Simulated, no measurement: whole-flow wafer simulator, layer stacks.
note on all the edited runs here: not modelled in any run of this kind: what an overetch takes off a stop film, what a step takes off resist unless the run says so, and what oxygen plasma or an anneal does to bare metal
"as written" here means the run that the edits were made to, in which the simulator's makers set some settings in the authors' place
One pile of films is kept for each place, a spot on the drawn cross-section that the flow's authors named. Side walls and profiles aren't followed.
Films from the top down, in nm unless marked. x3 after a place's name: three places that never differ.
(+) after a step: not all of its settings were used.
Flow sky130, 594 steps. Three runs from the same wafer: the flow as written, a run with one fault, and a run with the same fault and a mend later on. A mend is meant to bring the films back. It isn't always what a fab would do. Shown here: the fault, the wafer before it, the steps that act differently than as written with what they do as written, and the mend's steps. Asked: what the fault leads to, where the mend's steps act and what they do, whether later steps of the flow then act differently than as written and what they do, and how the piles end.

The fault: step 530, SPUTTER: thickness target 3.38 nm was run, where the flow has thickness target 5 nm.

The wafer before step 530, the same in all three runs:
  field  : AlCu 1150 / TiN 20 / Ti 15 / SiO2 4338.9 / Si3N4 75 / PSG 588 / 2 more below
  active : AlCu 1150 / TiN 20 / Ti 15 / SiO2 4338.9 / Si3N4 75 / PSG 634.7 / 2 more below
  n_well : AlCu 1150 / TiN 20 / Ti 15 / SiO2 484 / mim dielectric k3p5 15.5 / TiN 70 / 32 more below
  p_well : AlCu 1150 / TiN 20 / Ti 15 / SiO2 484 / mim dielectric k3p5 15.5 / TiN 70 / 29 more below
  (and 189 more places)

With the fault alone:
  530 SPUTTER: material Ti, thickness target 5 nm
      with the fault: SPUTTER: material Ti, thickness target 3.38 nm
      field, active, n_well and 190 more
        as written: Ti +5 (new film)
        with the fault: Ti +3.38 (new film)
  Later steps of the flow that act differently than as written (21 more steps differ only slightly, by at most 2% or 0.5 nm, whichever is larger, and aren't shown):
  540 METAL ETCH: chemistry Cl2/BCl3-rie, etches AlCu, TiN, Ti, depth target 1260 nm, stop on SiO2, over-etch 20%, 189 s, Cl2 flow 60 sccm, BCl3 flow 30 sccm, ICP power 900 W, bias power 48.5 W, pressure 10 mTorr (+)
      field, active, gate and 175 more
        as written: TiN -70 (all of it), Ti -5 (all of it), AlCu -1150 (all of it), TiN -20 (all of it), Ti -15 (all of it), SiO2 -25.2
        with the fault: TiN -70 (all of it), Ti -3.38 (all of it), AlCu -1150 (all of it), TiN -20 (all of it), Ti -15 (all of it), SiO2 -25.4
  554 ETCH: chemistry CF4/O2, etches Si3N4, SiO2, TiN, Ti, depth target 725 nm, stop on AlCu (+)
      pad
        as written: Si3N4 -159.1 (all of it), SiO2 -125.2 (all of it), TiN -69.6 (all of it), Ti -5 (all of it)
        with the fault: Si3N4 -159.1 (all of it), SiO2 -125.2 (all of it), TiN -69.6 (all of it), Ti -3.38 (all of it)
  At the end the piles differ from the flow's by more than 2% or 0.5 nm, whichever is larger, at n_well, p_well, sd_n and 11 more.
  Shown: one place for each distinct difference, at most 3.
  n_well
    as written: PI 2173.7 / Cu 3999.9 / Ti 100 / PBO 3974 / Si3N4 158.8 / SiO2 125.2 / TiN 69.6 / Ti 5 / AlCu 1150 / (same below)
    with the fault: PI 2173.9 / Cu 3999.9 / Ti 100 / PBO 3975.2 / Si3N4 158.8 / SiO2 125.2 / TiN 69.6 / Ti 3.38 / AlCu 1150 / (same below)
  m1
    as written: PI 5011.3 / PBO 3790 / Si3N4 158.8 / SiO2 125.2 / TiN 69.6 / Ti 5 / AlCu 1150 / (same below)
    with the fault: PI 5011.4 / PBO 3791.3 / Si3N4 158.8 / SiO2 125.2 / TiN 69.6 / Ti 3.38 / AlCu 1150 / (same below)
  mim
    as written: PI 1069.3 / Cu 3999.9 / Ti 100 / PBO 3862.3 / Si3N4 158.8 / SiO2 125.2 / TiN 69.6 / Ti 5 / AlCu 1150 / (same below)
    with the fault: PI 1069.5 / Cu 3999.9 / Ti 100 / PBO 3863.5 / Si3N4 158.8 / SiO2 125.2 / TiN 69.6 / Ti 3.38 / AlCu 1150 / (same below)

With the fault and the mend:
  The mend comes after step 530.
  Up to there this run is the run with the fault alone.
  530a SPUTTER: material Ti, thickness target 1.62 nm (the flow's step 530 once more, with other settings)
      field, active, n_well and 190 more
        Ti +1.62
  No later step of the flow acts differently than as written at any place that is followed.
  At the end the piles are the same as the flow's at every place that both follow.
